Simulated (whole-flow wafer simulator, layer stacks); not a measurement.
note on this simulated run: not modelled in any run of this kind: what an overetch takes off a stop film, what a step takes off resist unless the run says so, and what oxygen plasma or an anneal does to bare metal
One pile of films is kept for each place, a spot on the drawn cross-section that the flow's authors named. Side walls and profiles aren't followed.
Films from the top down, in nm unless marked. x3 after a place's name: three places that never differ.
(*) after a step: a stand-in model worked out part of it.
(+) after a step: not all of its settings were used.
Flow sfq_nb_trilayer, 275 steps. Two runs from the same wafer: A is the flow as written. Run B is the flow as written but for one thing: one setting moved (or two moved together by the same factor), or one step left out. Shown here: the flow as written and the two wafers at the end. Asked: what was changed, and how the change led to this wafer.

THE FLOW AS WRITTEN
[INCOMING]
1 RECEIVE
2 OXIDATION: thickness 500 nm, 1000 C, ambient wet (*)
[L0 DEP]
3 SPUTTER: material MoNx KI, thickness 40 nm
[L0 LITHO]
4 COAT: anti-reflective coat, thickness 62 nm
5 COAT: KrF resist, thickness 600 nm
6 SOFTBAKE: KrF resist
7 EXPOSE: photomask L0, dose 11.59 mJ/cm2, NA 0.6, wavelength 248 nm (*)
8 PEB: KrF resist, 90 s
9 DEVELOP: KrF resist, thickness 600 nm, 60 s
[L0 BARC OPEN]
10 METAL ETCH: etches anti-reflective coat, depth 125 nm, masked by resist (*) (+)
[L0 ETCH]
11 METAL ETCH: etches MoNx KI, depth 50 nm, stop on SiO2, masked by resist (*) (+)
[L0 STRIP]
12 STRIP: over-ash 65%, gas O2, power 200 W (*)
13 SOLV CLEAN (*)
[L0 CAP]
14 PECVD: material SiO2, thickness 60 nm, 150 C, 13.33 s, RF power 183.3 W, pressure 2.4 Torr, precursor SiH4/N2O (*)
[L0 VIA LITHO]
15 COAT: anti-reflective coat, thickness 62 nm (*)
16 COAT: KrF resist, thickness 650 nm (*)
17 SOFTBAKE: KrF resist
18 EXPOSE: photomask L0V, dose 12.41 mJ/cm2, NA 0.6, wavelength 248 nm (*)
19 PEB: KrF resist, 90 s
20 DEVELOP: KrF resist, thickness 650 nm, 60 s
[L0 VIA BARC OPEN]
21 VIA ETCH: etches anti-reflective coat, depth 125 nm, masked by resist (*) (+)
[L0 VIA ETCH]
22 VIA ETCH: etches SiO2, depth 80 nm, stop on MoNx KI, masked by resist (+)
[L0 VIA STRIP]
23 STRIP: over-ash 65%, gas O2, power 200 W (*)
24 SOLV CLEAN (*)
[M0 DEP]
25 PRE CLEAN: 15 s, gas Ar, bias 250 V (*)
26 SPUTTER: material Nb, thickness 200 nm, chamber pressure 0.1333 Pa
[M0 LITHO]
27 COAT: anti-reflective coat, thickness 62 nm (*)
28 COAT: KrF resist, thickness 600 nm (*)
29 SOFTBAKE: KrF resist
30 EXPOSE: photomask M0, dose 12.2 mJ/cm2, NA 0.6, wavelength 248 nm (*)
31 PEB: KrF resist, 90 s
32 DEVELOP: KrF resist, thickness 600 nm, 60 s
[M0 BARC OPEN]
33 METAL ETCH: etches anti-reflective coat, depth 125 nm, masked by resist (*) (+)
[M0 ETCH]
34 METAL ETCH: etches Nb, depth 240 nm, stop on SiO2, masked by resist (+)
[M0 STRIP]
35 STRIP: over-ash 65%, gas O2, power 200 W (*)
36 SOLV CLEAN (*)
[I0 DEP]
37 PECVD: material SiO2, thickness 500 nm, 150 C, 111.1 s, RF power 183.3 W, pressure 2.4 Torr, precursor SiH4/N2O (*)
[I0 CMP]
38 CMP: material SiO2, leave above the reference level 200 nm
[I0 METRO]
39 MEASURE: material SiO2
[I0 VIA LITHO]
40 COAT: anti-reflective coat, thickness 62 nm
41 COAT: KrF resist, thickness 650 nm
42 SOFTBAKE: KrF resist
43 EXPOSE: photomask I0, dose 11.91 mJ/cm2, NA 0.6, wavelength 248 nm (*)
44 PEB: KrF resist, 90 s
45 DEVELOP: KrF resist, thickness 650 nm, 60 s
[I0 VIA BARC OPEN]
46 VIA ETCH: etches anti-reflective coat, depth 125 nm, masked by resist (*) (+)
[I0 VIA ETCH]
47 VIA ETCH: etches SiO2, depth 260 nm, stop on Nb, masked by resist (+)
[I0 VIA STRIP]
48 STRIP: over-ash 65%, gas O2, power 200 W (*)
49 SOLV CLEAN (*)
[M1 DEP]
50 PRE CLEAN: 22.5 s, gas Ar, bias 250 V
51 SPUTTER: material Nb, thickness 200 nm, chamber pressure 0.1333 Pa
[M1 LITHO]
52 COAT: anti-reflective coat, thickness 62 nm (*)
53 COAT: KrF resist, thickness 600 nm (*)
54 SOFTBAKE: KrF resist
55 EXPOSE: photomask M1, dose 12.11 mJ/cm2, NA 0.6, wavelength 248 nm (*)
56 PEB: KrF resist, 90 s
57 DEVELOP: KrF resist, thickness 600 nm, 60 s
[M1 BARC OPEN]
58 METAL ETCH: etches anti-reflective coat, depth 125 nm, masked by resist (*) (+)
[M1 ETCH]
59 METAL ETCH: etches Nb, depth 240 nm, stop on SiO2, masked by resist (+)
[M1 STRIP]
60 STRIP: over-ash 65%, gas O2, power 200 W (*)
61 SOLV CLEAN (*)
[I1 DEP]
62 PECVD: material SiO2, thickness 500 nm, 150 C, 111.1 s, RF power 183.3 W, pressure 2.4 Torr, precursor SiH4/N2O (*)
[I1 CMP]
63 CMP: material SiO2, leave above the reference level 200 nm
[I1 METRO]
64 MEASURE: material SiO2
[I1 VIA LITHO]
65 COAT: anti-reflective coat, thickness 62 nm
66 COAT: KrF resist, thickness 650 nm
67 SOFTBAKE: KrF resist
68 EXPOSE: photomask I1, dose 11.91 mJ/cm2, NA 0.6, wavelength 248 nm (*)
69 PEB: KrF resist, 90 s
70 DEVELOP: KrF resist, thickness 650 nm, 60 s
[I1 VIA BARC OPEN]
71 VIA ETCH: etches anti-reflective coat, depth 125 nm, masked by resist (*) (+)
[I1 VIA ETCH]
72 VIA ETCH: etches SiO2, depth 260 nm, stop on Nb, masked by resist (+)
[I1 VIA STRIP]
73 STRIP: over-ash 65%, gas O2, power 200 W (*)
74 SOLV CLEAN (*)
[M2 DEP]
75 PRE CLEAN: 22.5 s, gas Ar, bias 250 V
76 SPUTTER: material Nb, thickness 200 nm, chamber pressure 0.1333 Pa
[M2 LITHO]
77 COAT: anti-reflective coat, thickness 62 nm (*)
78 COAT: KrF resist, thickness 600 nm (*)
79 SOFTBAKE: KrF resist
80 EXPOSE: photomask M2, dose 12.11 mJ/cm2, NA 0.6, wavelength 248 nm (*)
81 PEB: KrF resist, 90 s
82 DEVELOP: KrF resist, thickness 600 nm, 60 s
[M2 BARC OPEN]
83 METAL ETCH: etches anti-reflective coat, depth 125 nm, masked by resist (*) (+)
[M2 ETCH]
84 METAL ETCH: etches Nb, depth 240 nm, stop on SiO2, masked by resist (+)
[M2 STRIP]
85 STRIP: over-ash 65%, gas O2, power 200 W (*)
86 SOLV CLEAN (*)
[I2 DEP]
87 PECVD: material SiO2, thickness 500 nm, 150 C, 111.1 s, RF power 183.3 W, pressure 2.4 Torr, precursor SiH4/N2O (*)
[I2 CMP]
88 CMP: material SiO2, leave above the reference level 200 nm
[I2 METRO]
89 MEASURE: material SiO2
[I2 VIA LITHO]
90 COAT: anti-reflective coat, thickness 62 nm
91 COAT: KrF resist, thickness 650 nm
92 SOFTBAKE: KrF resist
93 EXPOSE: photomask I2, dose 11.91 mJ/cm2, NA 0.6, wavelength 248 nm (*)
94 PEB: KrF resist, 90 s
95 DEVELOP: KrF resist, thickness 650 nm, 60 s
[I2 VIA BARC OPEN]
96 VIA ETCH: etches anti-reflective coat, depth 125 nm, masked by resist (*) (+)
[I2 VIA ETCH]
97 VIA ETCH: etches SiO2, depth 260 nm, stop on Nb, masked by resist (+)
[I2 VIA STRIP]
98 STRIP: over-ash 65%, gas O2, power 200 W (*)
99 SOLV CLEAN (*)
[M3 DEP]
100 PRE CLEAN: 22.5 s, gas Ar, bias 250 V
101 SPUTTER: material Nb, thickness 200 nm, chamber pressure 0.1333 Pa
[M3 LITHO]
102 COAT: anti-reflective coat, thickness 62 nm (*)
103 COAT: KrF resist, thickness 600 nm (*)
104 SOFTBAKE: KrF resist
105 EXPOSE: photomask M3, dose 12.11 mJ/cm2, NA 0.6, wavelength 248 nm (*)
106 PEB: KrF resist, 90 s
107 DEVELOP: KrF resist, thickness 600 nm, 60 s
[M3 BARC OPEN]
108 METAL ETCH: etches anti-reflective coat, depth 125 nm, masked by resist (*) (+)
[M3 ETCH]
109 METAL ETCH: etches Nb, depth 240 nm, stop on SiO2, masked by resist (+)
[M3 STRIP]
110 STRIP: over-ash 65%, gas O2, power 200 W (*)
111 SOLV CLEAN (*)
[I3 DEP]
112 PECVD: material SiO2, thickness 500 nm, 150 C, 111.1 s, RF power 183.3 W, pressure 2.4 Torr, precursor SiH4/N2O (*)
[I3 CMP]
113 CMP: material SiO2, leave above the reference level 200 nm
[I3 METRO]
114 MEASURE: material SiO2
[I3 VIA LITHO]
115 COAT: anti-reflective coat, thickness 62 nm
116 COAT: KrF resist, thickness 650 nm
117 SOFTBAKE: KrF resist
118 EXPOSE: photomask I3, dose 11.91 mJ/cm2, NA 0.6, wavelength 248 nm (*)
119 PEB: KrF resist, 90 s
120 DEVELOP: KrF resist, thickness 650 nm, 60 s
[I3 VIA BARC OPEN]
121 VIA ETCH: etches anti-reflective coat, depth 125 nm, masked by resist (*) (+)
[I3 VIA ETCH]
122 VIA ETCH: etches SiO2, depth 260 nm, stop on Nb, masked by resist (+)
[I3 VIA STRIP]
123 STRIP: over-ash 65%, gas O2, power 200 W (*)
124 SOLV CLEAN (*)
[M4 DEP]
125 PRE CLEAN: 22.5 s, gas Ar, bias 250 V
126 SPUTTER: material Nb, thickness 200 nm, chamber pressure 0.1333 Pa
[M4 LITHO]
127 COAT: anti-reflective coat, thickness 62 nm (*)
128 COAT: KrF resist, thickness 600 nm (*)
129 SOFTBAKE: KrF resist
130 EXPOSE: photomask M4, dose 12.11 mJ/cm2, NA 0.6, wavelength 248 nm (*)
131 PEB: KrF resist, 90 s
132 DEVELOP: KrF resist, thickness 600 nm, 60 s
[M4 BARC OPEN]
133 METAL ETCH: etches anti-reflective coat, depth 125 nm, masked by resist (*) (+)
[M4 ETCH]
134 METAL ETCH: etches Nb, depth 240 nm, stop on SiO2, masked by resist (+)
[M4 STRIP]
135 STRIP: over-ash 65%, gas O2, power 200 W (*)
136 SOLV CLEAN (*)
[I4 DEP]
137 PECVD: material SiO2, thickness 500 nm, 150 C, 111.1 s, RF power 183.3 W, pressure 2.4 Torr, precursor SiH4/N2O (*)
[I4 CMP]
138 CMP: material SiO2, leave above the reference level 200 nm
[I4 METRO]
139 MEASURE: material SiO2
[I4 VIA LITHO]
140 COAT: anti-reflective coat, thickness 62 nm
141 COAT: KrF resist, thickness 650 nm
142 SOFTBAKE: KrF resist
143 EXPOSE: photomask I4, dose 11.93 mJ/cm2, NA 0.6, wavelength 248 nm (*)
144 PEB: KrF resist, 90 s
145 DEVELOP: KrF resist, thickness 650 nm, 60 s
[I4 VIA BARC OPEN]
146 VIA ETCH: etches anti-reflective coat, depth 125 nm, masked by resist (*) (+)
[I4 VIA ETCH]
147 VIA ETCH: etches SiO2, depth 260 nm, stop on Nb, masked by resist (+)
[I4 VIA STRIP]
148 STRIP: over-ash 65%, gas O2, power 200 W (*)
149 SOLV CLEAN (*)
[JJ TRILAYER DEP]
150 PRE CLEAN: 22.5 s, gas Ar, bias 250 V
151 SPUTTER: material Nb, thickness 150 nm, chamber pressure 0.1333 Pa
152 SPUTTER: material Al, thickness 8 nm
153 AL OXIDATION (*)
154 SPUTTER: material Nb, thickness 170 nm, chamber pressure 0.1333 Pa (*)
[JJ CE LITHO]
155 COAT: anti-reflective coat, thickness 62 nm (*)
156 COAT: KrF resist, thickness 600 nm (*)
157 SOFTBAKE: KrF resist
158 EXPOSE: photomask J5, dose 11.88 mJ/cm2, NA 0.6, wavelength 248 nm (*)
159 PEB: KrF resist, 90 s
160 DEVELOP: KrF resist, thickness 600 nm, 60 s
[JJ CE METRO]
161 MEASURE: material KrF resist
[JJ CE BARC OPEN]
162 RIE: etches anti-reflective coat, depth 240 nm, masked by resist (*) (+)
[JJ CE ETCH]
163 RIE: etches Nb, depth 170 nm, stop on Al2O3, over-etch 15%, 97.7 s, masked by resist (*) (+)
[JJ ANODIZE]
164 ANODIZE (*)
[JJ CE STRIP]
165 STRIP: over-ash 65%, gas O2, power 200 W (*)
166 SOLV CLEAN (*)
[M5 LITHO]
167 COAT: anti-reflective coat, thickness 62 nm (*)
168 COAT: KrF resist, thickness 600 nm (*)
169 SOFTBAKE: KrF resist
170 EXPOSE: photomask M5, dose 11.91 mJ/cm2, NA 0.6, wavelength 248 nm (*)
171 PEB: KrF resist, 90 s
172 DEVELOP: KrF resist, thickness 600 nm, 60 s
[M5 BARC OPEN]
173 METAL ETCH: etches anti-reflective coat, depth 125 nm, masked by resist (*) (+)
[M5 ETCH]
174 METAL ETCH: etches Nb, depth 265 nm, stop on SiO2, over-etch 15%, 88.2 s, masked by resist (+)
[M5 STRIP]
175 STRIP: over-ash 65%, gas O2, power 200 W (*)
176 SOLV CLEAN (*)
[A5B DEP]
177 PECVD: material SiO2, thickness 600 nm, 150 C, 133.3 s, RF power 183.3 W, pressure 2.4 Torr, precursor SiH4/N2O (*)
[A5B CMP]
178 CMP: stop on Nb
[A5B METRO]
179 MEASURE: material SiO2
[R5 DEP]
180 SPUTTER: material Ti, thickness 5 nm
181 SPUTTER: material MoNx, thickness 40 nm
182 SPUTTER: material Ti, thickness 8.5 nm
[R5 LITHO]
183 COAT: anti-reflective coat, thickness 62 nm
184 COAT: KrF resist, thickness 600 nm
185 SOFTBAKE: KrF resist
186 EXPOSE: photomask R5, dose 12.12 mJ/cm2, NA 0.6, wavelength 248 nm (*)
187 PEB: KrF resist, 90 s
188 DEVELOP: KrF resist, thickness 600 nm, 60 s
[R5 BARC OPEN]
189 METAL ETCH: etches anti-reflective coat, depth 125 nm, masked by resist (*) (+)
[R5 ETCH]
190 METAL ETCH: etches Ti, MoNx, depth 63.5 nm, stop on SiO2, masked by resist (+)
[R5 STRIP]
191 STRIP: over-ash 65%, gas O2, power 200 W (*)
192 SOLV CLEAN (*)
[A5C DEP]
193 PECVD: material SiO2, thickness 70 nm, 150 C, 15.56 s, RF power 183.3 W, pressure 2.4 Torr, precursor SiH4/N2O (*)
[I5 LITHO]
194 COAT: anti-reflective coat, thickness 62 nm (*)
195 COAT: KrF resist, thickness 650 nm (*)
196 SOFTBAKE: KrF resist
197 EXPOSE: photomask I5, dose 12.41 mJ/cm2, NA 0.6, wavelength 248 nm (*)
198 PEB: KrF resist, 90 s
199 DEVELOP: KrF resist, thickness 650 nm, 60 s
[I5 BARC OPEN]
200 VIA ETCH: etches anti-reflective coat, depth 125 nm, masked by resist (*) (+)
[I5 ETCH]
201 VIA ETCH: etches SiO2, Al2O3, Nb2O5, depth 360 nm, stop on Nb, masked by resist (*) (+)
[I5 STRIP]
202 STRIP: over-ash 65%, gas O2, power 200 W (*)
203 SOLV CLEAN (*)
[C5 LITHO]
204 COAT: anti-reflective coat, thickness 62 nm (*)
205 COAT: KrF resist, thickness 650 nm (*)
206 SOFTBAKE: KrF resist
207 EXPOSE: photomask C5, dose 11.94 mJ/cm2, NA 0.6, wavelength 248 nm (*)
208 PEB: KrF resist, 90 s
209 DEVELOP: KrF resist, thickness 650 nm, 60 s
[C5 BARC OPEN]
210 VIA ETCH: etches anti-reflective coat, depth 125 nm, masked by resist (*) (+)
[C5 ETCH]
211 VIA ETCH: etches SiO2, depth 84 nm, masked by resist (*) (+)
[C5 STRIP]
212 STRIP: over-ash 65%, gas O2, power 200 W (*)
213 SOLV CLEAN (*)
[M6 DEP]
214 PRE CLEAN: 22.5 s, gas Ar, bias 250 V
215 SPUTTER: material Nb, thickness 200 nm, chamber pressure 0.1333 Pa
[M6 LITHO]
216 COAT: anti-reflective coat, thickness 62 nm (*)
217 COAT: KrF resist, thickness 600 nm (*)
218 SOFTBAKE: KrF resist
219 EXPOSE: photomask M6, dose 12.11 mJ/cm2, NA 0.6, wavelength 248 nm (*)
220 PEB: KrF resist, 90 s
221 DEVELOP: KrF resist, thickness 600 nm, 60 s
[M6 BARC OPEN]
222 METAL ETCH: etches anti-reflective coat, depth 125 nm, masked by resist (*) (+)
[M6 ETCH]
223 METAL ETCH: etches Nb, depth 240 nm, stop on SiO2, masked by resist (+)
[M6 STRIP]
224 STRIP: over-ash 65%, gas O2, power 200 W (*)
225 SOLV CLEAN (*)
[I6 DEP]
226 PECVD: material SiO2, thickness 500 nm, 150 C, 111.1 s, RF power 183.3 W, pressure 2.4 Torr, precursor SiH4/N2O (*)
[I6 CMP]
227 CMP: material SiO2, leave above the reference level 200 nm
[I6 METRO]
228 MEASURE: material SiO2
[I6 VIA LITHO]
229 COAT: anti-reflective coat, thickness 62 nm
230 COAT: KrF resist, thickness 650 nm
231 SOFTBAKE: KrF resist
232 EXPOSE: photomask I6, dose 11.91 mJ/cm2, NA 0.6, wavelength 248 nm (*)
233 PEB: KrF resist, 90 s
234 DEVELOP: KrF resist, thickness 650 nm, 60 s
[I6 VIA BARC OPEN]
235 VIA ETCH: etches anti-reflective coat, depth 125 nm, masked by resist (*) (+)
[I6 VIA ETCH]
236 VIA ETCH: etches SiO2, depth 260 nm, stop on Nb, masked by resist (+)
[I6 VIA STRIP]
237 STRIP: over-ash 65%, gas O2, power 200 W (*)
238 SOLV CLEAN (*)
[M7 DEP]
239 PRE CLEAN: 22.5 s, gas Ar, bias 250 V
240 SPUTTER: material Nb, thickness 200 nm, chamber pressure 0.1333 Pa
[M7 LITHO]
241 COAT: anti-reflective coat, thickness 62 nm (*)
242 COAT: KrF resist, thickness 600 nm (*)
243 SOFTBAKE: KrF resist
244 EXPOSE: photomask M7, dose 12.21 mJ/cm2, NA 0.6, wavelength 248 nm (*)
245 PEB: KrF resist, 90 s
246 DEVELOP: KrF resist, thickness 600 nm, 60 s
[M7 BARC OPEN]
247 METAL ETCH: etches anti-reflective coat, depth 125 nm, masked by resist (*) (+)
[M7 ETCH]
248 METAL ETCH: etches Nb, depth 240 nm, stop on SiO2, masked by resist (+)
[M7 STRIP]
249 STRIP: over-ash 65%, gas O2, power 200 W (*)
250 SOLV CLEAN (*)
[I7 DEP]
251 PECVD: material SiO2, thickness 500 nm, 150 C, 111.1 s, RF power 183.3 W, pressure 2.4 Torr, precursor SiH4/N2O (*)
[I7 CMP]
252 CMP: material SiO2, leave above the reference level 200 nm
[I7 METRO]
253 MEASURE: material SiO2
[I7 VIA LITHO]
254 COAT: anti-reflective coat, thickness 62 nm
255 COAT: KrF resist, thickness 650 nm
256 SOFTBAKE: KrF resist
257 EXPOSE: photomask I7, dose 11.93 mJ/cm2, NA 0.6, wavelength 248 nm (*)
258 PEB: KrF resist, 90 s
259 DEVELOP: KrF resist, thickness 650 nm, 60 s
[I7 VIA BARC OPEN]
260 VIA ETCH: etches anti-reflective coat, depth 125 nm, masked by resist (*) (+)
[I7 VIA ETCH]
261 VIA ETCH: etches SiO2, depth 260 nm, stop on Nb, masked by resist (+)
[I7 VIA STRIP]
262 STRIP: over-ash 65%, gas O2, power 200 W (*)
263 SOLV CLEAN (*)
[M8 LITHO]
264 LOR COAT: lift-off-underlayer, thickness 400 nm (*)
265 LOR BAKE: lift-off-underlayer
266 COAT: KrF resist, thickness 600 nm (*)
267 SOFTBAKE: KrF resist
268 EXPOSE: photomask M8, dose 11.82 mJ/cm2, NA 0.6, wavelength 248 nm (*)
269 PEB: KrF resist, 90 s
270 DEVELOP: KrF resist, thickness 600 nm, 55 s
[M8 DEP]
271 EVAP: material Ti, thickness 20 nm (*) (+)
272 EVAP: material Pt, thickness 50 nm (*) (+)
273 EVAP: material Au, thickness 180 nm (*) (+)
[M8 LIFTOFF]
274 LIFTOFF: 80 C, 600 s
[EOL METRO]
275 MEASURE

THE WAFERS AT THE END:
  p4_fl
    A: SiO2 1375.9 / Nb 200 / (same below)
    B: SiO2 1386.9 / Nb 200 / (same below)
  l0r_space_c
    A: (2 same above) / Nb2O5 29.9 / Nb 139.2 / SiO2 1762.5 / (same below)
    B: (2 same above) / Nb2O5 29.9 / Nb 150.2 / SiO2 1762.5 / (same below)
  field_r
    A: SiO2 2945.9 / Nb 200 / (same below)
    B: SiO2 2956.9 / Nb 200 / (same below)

The cause: step 151, SPUTTER: thickness 161 nm was run, where the flow has thickness 150 nm.

How the change led to this, step by step:
  151 SPUTTER: material Nb, thickness 150 nm, chamber pressure 0.1333 Pa
      field_l, v_sur, via_sp and 100 more: A Nb +150 (new film) | B Nb +161 (new film)
      via_wl, via_w, via_wr: A Nb +130.4 | B Nb +140
  167 COAT: anti-reflective coat, thickness 62 nm (*)
      ce_l: A anti-reflective coat +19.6 (new film) | B anti-reflective coat +18.6 (new film)
      ce_r: A anti-reflective coat +19.7 (new film) | B anti-reflective coat +18.6 (new film)
  174 METAL ETCH: etches Nb, depth 265 nm, stop on SiO2, over-etch 15%, 88.2 s, masked by resist (+)
      field_l, r_sur, res and 50 more: A Al2O3 -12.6 (all of it), Nb2O5 -29.9 (all of it), Nb -139.2 (all of it), SiO2 -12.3 | B Al2O3 -12.6 (all of it), Nb2O5 -29.9 (all of it), Nb -150.2 (all of it), SiO2 -11.2
  175 STRIP: over-ash 65%, gas O2, power 200 W (*)
      ce_l: A KrF resist -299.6 (all of it), anti-reflective coat -19.6 (all of it) | B KrF resist -300.5 (all of it), anti-reflective coat -18.6 (all of it)
      ce_r: A KrF resist -299.9 (all of it), anti-reflective coat -19.7 (all of it) | B KrF resist -300.8 (all of it), anti-reflective coat -18.6 (all of it)
  178 CMP: stop on Nb
      field_l, p4_fl, p4_fm and 39 more: A SiO2 -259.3 | B SiO2 -249.4
      r_sur, res, r_end, moat, field_r, lsp_l: A SiO2 -252.3 | B SiO2 -242
      (and at 5 more places)
